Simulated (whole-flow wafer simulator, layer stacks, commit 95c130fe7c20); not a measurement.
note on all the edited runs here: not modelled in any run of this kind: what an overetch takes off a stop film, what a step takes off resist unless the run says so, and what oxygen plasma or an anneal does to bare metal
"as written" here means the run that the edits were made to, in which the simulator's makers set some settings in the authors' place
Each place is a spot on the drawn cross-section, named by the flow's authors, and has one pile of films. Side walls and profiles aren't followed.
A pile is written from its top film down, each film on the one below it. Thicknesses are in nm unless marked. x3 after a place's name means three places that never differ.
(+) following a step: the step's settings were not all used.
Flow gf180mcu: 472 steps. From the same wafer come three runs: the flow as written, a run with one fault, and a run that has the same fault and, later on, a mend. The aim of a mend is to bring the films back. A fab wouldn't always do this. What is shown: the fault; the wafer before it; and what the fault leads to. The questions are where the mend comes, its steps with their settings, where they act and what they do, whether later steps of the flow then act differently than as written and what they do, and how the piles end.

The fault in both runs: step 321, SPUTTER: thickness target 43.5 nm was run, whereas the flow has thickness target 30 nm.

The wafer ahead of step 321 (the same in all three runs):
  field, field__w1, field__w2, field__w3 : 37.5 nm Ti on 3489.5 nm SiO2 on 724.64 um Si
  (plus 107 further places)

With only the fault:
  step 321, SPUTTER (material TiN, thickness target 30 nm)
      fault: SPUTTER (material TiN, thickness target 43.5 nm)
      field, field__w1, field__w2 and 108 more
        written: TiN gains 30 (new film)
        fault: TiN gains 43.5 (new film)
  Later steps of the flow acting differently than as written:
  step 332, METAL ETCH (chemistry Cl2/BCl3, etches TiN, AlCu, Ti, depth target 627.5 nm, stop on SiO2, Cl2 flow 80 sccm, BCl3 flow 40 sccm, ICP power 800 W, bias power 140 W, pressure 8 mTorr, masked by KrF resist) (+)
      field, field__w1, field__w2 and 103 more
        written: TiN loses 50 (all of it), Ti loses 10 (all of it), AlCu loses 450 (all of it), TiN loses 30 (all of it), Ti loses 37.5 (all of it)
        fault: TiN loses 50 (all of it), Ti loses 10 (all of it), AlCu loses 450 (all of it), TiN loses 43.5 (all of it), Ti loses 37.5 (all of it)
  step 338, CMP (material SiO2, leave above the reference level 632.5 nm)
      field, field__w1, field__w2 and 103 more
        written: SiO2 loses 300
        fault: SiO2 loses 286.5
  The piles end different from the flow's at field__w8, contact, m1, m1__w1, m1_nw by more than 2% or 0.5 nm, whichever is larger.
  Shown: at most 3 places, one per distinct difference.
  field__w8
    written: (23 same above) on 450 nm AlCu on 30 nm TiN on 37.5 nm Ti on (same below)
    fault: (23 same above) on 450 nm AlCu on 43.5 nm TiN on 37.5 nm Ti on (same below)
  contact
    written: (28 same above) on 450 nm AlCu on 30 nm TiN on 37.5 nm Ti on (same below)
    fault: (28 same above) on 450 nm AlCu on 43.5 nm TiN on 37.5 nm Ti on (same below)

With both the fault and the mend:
  After step 321 comes the mend.
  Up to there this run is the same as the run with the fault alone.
  step 321a, METAL ETCH (chemistry Cl2/BCl3, etches TiN, AlCu, Ti, depth target 13.5 nm, Cl2 flow 80 sccm, BCl3 flow 40 sccm, ICP power 800 W, bias power 140 W, pressure 8 mTorr) (the flow's step 260, run once more with other settings)
      field, field__w1, field__w2 and 108 more
        TiN loses 13.5
  None of the later steps of the flow acts differently than as written at any place that is followed.
  At every place that both follow, the piles at the end match the flow's.
